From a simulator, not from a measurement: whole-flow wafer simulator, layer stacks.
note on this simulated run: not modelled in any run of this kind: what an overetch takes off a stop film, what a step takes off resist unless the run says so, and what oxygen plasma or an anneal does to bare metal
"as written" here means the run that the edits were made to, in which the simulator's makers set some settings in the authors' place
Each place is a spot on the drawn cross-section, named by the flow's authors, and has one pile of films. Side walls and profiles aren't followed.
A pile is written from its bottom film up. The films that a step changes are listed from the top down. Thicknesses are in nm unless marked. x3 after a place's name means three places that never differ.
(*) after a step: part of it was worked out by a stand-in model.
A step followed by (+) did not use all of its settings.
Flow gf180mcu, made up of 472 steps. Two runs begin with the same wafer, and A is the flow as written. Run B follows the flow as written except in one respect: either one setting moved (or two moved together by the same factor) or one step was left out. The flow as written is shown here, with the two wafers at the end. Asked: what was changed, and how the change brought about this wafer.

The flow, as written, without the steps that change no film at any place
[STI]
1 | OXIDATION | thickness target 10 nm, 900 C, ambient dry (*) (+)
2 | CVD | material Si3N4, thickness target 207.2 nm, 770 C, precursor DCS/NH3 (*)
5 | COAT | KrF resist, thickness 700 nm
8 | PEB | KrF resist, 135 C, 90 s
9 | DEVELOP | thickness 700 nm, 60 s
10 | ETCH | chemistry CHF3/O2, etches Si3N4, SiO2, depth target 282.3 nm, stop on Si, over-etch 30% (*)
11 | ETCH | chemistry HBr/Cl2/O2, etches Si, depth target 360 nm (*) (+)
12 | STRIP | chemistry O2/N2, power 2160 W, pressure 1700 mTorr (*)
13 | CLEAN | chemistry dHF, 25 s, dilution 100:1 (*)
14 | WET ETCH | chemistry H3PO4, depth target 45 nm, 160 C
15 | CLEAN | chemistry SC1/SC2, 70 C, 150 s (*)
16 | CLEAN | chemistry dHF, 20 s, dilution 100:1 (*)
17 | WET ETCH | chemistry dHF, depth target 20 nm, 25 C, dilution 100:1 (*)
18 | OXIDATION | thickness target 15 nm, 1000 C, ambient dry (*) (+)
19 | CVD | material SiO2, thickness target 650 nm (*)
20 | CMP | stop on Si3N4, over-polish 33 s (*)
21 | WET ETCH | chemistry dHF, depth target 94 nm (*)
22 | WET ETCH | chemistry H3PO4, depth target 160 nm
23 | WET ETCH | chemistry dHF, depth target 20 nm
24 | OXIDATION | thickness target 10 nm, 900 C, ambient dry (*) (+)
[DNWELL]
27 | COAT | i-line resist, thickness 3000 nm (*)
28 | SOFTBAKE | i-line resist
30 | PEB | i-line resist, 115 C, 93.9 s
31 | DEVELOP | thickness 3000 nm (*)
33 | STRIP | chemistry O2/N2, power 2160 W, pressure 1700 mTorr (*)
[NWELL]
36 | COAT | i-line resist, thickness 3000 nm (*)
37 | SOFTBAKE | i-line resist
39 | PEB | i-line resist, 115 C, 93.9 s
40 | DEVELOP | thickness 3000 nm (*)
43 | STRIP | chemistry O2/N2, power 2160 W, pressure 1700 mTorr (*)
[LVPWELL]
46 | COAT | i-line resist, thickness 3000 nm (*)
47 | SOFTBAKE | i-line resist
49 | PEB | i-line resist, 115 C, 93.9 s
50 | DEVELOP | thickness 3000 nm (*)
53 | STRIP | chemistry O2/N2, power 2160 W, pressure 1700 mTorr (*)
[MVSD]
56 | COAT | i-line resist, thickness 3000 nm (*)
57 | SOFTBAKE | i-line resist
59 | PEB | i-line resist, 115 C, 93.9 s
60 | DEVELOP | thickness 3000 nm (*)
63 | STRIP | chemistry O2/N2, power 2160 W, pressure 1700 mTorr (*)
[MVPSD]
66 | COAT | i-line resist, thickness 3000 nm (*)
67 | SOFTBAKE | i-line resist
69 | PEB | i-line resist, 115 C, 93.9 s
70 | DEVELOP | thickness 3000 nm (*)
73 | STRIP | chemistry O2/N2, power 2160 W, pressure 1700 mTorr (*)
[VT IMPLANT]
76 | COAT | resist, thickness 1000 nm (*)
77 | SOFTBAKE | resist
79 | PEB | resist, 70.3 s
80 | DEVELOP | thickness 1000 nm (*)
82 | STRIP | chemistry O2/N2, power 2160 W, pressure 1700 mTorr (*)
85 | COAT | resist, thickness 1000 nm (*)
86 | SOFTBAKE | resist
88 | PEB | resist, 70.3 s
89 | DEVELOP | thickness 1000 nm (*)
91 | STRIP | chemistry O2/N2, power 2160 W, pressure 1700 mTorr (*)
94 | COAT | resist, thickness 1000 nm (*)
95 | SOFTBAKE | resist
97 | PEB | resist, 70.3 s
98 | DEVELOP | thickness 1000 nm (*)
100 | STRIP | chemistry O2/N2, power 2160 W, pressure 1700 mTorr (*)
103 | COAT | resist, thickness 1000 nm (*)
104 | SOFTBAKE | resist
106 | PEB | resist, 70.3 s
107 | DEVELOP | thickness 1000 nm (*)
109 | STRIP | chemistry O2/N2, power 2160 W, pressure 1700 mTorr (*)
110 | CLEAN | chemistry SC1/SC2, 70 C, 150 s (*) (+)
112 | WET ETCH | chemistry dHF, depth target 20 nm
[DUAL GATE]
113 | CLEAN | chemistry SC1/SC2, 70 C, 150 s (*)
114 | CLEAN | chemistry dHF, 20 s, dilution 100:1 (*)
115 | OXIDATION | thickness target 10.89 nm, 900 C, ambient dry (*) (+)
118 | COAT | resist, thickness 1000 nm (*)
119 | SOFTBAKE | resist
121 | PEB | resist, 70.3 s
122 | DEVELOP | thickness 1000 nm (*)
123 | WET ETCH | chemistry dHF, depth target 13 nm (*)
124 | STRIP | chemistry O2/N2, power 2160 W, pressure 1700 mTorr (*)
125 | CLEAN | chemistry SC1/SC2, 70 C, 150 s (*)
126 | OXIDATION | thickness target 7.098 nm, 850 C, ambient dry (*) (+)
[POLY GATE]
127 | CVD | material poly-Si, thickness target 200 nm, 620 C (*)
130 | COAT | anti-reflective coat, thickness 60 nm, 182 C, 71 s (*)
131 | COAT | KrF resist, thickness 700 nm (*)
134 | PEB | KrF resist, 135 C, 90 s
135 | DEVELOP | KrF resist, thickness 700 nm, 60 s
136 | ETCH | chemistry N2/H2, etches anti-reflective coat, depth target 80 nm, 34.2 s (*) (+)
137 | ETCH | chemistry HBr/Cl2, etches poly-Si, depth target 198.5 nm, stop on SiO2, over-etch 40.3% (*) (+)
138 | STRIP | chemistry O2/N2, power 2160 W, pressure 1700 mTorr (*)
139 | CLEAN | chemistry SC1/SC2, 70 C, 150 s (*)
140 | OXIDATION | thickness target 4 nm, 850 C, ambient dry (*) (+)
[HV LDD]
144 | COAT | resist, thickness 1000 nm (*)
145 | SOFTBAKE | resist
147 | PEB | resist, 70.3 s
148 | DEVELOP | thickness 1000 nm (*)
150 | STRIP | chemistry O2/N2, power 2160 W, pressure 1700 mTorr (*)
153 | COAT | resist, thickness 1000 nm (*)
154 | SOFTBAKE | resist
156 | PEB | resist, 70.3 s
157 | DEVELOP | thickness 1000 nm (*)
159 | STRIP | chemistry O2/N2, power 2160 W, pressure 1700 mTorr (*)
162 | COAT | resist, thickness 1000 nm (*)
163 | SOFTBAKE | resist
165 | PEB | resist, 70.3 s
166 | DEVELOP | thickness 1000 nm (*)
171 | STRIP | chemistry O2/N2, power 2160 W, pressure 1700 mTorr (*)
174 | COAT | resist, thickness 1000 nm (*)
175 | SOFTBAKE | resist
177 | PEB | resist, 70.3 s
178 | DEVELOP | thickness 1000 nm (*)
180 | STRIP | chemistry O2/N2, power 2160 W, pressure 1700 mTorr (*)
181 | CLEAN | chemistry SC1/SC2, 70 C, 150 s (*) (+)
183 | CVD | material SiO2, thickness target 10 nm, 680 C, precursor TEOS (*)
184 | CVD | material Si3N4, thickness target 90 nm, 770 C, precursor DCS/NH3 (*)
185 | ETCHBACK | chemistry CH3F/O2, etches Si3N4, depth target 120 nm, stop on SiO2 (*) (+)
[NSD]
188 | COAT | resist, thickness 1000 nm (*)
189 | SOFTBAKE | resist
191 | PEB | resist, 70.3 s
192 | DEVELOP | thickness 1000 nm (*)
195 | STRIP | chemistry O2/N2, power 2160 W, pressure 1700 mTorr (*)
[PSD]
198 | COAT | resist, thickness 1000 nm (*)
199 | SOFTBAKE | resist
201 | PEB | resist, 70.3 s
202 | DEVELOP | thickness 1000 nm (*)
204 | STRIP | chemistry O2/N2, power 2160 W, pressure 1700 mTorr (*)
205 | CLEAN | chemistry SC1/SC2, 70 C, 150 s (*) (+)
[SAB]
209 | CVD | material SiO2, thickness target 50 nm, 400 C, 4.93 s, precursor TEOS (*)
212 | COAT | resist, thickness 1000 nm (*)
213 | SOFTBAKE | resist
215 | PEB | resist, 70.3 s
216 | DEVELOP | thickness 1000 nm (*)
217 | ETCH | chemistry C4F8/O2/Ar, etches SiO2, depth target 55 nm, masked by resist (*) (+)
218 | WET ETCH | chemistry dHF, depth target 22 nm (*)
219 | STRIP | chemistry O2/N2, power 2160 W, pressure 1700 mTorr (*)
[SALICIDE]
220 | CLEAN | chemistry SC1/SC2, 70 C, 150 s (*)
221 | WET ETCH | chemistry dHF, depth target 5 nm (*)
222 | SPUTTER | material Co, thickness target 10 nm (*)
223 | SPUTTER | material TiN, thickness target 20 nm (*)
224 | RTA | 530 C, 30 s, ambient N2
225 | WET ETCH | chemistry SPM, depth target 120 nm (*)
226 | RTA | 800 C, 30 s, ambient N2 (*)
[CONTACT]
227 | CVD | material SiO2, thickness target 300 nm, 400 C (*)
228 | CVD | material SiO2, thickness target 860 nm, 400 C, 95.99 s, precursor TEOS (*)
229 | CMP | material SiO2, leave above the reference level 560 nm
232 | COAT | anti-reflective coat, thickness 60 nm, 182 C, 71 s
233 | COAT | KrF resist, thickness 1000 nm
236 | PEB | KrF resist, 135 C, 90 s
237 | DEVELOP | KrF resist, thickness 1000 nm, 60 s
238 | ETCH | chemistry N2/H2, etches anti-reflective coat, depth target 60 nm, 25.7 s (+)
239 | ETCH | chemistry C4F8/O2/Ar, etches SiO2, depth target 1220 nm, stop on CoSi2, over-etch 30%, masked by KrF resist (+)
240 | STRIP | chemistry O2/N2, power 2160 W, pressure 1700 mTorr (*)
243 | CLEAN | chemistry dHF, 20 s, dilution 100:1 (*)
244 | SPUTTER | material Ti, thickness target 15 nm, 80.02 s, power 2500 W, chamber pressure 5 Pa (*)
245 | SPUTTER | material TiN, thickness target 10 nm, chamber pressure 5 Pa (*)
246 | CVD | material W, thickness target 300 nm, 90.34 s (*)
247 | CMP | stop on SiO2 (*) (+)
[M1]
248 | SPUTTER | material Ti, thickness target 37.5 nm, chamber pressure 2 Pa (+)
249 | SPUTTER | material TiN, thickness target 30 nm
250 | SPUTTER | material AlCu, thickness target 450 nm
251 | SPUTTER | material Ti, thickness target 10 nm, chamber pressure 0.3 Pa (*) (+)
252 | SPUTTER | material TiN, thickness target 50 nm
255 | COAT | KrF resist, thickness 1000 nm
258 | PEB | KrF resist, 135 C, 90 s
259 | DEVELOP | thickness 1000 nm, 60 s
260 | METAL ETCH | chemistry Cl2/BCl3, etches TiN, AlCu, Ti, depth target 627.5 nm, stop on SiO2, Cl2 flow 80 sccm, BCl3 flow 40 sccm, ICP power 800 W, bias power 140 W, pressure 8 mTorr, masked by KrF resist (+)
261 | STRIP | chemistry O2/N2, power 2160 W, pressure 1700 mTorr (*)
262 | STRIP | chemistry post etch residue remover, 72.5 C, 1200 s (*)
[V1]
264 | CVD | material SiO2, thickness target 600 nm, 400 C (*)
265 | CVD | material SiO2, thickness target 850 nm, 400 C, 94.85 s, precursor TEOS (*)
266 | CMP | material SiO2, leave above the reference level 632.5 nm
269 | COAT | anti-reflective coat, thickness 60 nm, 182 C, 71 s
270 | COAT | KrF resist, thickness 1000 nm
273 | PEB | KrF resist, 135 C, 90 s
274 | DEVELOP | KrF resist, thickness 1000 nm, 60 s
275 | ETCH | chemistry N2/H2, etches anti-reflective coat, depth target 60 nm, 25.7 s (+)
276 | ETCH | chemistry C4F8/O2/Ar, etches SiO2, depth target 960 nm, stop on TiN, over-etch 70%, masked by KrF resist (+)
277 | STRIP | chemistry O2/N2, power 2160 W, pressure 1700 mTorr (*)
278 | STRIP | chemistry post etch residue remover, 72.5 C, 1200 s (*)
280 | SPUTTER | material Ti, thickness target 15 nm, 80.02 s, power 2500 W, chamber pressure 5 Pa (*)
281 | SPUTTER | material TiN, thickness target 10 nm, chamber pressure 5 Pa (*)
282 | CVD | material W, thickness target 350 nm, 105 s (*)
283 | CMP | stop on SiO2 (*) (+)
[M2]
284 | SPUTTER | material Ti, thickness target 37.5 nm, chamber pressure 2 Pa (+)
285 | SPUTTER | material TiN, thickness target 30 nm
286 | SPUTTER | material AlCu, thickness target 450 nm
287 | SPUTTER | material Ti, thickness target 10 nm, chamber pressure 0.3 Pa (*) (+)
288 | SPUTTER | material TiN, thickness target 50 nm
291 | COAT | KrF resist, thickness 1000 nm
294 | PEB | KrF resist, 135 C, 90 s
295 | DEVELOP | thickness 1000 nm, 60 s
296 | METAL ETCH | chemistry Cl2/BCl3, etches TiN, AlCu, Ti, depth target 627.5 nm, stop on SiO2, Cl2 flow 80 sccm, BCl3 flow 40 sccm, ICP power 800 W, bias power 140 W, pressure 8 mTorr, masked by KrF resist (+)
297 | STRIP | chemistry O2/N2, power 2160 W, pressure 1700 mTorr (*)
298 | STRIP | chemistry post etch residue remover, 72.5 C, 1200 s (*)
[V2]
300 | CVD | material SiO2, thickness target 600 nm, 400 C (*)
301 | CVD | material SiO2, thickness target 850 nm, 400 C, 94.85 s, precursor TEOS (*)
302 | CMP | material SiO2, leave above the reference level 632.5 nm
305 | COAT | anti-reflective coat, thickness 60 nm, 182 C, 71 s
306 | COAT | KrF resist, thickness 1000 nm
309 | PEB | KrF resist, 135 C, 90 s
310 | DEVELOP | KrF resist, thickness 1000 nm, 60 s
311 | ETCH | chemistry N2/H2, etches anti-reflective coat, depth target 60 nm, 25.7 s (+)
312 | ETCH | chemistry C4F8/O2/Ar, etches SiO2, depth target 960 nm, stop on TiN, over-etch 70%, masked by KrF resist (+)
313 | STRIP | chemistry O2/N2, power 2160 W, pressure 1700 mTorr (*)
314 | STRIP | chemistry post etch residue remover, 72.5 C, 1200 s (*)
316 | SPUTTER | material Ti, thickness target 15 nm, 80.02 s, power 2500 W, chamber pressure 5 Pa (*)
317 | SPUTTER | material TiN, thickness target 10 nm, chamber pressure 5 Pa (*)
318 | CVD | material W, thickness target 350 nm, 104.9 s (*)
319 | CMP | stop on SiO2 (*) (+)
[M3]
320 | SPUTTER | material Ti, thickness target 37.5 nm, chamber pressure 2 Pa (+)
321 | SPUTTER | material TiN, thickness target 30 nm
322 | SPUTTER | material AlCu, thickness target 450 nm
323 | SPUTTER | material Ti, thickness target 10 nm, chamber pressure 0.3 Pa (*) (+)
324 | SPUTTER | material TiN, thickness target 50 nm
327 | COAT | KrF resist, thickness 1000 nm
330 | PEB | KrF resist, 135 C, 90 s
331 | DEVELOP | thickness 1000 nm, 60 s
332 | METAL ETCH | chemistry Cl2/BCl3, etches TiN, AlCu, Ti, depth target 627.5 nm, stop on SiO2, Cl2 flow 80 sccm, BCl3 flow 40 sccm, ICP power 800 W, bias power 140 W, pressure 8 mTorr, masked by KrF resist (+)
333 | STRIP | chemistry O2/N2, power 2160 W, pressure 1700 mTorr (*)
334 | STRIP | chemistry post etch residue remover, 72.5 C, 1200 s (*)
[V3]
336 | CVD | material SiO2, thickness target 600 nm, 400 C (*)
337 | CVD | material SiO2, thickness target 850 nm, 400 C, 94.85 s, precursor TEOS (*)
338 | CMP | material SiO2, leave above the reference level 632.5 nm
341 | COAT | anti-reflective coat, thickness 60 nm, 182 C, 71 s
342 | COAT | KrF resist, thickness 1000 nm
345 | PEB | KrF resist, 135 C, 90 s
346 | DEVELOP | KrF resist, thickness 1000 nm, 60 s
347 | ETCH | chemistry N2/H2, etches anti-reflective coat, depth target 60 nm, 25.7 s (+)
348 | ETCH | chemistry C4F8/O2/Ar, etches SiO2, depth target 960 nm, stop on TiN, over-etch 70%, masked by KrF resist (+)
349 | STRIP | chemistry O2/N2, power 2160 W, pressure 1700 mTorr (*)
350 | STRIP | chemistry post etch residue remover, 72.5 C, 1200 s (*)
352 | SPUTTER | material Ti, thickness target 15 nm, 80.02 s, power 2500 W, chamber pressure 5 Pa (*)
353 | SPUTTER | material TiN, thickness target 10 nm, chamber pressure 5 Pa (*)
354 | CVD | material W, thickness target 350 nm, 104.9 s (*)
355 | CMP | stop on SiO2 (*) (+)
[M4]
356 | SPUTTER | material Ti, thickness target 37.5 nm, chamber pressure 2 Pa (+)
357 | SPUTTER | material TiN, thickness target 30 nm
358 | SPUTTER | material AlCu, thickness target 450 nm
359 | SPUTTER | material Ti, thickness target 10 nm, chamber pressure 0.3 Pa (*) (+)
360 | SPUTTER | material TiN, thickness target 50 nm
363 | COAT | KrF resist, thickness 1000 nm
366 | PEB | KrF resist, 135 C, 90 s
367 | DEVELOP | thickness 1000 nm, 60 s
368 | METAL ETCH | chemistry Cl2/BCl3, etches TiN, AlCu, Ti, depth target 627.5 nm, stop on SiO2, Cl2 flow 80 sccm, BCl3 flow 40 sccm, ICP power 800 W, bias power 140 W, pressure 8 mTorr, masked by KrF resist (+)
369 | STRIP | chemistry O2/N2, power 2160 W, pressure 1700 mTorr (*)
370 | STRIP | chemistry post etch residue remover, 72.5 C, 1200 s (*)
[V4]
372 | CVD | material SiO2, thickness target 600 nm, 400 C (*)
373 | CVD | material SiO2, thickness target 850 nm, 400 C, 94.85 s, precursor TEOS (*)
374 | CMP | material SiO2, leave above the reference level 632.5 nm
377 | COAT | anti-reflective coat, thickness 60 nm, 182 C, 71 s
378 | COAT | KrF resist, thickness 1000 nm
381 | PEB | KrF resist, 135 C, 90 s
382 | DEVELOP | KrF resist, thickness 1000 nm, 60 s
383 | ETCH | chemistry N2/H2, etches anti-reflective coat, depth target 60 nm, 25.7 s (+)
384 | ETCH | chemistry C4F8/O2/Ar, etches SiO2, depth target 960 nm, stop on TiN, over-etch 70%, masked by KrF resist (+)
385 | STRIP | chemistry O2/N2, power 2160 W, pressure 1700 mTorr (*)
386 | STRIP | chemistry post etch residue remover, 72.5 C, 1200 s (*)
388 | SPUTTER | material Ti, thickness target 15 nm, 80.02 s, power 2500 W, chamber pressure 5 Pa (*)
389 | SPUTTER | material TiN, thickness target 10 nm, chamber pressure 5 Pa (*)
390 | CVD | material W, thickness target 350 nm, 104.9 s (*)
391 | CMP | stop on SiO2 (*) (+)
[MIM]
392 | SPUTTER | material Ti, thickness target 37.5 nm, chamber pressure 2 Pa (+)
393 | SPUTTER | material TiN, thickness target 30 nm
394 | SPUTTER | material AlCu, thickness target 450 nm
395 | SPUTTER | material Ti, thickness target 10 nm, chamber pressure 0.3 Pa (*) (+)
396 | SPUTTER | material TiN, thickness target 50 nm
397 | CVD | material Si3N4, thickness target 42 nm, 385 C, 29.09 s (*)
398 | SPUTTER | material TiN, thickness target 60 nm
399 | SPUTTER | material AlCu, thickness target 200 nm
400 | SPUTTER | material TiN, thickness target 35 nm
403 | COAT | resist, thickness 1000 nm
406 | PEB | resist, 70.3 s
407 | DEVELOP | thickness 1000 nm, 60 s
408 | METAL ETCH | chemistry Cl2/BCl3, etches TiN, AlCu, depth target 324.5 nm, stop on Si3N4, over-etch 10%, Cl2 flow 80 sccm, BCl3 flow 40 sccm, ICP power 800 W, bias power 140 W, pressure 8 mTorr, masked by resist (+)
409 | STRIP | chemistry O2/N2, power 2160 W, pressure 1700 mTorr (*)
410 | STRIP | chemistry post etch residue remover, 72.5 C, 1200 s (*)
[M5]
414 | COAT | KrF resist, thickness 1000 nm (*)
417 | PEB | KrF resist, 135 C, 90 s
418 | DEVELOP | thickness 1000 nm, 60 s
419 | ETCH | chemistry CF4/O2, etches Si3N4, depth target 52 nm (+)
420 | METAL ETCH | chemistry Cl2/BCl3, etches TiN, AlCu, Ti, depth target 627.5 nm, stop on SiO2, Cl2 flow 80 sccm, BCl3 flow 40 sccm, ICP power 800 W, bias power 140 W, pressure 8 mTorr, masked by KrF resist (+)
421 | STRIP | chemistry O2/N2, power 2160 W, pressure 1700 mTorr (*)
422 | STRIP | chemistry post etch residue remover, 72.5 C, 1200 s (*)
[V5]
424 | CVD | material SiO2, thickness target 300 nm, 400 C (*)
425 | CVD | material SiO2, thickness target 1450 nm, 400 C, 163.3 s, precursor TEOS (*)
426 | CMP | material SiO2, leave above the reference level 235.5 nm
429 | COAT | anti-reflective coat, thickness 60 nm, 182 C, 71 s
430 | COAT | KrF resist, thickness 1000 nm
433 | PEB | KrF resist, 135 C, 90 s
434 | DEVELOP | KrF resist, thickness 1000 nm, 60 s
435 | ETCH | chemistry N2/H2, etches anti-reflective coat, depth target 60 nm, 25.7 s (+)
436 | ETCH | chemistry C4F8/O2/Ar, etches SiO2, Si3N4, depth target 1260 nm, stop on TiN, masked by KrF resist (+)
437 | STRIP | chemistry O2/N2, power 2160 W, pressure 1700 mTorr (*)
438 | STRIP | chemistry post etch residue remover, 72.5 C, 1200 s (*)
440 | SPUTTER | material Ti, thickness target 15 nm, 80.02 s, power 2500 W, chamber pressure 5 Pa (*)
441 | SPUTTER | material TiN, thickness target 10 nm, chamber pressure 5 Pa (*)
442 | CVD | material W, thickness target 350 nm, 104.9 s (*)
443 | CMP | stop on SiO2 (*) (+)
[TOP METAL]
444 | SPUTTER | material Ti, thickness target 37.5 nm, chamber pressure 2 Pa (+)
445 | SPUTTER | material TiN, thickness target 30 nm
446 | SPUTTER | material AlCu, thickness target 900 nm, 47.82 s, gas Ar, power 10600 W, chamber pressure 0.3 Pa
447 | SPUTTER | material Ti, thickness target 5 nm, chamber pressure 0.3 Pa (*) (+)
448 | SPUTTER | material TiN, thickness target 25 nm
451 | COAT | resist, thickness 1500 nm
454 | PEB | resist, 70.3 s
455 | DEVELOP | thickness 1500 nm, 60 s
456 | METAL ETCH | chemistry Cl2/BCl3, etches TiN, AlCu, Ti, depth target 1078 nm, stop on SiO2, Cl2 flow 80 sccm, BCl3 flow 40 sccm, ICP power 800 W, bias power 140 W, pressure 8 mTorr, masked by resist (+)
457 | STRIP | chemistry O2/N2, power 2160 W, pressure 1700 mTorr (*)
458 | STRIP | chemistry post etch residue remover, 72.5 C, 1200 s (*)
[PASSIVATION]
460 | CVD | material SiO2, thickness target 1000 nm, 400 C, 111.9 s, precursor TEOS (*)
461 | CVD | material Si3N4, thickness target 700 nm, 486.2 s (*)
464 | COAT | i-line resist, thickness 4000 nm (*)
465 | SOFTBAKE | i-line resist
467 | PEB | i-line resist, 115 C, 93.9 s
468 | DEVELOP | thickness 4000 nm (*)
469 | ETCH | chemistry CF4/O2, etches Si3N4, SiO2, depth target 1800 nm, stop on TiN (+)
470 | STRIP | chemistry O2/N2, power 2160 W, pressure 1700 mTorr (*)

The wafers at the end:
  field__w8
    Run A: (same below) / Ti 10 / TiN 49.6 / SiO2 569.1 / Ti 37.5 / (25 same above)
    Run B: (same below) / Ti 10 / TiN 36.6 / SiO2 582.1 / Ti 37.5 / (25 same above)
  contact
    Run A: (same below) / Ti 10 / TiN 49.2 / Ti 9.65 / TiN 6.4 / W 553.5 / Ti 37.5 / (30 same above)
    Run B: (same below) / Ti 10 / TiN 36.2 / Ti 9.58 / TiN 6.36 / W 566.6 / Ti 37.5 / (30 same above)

The reason: step 288, SPUTTER: thickness target 37 nm was run, while the flow as written has thickness target 50 nm.

The path from the change to this, step by step:
  288 | SPUTTER | material TiN, thickness target 50 nm
      field, field__w1, field__w2 and 108 more: A +50 TiN (new film) | B +37 TiN (new film)
  296 | METAL ETCH | chemistry Cl2/BCl3, etches TiN, AlCu, Ti, depth target 627.5 nm, stop on SiO2, Cl2 flow 80 sccm, BCl3 flow 40 sccm, ICP power 800 W, bias power 140 W, pressure 8 mTorr, masked by KrF resist (+)
      field, field__w1, field__w2 and 103 more: A -50 TiN (all of it), -10 Ti (all of it), -450 AlCu (all of it), -30 TiN (all of it), -37.5 Ti (all of it) | B -37 TiN (all of it), -10 Ti (all of it), -450 AlCu (all of it), -30 TiN (all of it), -37.5 Ti (all of it)
  312 | ETCH | chemistry C4F8/O2/Ar, etches SiO2, depth target 960 nm, stop on TiN, over-etch 70%, masked by KrF resist (+)
      contact: A -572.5 SiO2 (all of it) | B -585.5 SiO2 (all of it)
